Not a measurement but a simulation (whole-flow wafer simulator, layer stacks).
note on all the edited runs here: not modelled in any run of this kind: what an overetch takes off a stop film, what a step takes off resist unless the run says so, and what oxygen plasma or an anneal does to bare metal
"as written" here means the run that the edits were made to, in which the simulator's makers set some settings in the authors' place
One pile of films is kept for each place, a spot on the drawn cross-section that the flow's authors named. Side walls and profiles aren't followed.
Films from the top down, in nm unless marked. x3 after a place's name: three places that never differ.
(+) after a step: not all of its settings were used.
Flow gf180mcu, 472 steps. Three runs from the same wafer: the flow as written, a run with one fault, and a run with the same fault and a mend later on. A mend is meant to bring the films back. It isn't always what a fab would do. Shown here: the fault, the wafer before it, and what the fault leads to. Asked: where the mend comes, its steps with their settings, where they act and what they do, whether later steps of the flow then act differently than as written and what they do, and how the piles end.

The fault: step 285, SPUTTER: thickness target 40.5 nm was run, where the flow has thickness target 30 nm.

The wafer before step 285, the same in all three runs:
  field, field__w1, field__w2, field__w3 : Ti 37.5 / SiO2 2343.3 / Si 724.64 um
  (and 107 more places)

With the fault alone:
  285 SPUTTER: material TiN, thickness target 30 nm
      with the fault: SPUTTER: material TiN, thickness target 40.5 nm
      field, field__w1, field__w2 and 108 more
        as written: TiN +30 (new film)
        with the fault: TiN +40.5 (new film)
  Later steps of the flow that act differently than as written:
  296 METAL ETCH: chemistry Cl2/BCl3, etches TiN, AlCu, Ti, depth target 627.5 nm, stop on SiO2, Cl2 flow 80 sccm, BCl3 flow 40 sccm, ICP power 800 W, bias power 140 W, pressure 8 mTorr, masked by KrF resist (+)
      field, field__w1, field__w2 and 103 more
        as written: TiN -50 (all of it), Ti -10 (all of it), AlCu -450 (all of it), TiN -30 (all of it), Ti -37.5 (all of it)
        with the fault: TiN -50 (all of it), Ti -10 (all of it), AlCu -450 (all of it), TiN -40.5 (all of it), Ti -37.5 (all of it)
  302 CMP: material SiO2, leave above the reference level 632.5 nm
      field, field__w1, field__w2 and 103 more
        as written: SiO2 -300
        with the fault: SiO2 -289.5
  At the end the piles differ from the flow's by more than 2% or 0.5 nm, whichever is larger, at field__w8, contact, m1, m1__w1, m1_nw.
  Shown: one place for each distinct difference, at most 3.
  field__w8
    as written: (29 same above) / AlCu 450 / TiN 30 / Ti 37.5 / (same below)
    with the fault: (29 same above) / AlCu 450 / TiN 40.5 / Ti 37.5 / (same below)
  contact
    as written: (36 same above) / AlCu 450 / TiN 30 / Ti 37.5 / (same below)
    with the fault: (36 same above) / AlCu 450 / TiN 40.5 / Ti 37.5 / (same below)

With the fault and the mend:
  The mend comes after step 285.
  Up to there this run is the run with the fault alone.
  285a METAL ETCH: chemistry Cl2/BCl3, etches TiN, AlCu, Ti, depth target 10.5 nm, Cl2 flow 80 sccm, BCl3 flow 40 sccm, ICP power 800 W, bias power 140 W, pressure 8 mTorr (the flow's step 260 once more, with other settings)
      field, field__w1, field__w2 and 108 more
        TiN -10.5
  No later step of the flow acts differently than as written at any place that is followed.
  At the end the piles are the same as the flow's at every place that both follow.
